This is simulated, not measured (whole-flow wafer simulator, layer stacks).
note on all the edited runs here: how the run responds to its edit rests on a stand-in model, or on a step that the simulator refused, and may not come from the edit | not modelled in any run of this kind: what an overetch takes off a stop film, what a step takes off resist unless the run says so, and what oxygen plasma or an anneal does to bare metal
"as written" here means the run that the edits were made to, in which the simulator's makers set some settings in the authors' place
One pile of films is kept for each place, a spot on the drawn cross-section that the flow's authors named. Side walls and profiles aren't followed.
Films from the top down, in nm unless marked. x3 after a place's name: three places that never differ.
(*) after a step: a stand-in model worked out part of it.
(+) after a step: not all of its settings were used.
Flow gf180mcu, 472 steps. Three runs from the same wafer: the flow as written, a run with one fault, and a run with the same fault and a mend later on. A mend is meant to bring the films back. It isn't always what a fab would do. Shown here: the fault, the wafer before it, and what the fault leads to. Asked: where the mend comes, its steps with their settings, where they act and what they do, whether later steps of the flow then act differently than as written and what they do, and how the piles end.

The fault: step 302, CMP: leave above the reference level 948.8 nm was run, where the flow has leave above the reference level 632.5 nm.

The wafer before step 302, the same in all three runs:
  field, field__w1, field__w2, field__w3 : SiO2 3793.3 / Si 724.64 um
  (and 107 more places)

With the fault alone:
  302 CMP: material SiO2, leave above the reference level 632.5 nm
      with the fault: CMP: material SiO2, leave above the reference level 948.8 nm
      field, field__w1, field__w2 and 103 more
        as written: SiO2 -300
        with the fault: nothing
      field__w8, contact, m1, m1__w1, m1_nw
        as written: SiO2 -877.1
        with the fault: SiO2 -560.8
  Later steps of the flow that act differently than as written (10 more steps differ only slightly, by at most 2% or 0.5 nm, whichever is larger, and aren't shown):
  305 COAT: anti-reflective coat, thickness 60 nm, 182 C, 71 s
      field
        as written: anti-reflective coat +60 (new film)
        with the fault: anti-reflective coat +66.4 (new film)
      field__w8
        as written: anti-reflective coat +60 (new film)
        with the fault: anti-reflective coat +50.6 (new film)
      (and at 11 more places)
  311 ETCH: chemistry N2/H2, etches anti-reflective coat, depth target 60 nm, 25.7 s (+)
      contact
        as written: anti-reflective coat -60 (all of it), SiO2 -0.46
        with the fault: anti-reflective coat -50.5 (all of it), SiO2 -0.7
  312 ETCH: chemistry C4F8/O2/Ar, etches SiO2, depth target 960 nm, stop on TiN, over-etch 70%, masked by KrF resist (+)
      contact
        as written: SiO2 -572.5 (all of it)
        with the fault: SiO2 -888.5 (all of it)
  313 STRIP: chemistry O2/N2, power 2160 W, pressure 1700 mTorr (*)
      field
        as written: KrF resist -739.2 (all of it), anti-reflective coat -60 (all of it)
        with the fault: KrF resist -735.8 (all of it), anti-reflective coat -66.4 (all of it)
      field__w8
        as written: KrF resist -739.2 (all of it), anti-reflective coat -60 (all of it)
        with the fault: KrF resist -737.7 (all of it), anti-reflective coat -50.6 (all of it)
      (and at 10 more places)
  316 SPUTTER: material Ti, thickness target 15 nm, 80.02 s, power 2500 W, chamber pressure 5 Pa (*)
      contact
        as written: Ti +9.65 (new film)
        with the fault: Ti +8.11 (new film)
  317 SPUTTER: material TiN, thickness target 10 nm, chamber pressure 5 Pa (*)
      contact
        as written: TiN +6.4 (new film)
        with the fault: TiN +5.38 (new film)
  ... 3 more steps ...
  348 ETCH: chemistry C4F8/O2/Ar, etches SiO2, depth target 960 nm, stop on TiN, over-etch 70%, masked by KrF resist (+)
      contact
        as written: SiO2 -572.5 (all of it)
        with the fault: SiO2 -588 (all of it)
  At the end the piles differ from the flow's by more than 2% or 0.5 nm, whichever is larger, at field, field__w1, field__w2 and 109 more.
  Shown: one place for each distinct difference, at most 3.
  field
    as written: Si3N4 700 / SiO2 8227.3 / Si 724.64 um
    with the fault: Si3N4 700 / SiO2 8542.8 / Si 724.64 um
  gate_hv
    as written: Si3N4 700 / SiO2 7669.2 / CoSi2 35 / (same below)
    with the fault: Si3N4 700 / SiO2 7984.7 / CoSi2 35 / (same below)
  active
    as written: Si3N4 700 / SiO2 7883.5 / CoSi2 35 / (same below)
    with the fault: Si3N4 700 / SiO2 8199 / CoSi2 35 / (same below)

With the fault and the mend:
  The mend comes after step 310.
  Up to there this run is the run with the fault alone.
  310a STRIP: chemistry O2/N2, power 2160 W, pressure 1700 mTorr (*)
      iso_ptap_pw, iso_ntap_nw, iso_nw_fld and 33 more
        KrF resist -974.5 (all of it), anti-reflective coat -60 (all of it)
      field__w2, field__w3, field__w6 and 20 more
        KrF resist -974.7 (all of it), anti-reflective coat -60 (all of it)
      field_sub, field_sub__w1, field_sub__w2 and 12 more
        KrF resist -974.6 (all of it), anti-reflective coat -60 (all of it)
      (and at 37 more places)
  310b CMP: material SiO2, leave above the reference level 632.5 nm (the flow's step 302 once more)
      field, field__w1, field__w2 and 103 more
        SiO2 -300
      field__w8, contact, m1, m1__w1, m1_nw
        SiO2 -316.3
  310c HMDS: 120 C, 60 s (the flow's step 304 once more)
      changes no film at any place that is followed
  310d COAT: anti-reflective coat, thickness 60 nm, 182 C, 71 s (the flow's step 305 once more)
      field, field__w1, field__w2 and 108 more
        anti-reflective coat +60 (new film)
  310e COAT: KrF resist, thickness 1000 nm (the flow's step 306 once more)
      field, field__w1, field__w2 and 108 more
        KrF resist +1000 (new film)
  310f SOFTBAKE: KrF resist (the flow's step 307 once more)
      changes no film at any place that is followed
  310g EXPOSE: photomask Via2 (the flow's step 308 once more)
      changes no film at any place that is followed
  310h PEB: KrF resist, 135 C, 90 s (the flow's step 309 once more)
      field, field__w1, field__w2 and 108 more
        KrF resist -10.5
  310i DEVELOP: KrF resist, thickness 1000 nm, 60 s (the flow's step 310 once more)
      field, field__w1, field__w2 and 107 more
        KrF resist -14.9
      contact
        KrF resist -989.5 (all of it)
  No later step of the flow acts differently than as written at any place that is followed.
  At the end the piles are the same as the flow's at every place that both follow.
